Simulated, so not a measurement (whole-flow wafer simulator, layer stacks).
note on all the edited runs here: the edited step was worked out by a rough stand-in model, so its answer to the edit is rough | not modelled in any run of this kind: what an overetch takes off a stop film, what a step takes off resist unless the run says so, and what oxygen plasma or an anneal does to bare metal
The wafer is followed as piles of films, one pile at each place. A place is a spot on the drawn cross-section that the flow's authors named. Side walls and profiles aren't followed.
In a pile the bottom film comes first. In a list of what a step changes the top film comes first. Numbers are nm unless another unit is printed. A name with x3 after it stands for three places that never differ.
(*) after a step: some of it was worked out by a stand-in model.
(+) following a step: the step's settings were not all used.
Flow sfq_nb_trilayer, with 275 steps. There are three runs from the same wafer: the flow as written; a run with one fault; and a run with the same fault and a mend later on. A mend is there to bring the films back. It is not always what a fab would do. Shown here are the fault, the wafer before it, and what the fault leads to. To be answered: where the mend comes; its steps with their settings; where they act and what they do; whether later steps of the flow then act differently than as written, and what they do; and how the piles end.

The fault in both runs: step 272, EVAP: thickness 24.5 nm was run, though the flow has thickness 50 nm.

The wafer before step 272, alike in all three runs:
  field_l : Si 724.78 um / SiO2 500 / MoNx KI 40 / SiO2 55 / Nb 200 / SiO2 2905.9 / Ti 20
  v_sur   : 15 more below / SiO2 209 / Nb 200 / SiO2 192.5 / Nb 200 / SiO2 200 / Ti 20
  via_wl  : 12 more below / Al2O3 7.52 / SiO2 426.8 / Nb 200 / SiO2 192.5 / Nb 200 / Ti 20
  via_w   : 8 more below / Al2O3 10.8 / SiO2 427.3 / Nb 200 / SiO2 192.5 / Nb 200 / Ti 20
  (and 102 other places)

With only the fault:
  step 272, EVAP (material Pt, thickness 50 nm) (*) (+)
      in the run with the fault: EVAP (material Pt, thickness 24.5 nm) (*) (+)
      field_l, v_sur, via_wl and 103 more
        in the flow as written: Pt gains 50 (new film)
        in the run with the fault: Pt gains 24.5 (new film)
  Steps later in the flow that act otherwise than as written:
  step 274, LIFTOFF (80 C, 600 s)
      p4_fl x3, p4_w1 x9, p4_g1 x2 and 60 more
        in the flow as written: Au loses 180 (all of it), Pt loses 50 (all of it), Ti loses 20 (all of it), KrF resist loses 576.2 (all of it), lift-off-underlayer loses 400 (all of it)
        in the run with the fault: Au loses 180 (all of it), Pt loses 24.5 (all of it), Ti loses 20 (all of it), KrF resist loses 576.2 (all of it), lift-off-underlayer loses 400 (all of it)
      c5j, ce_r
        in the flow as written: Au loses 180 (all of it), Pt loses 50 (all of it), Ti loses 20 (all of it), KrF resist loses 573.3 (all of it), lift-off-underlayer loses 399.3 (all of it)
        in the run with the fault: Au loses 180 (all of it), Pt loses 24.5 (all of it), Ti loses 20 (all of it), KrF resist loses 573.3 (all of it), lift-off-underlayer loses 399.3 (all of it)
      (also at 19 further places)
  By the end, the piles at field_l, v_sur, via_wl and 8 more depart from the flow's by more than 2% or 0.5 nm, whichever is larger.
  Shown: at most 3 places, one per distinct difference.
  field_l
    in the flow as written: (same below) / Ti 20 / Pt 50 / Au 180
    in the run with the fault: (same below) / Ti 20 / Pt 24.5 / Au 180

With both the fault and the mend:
  The mend follows step 272.
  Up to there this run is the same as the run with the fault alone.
  step 272a, EVAP (material Pt, thickness 25.5 nm) (*) (+) (the flow's step 272 again, with other settings)
      field_l, v_sur, via_wl and 103 more
        Pt gains 25.5
  Later steps of the flow that are run all act as written at every place that is followed.
  By the end, the piles equal the flow's at every place that both follow.
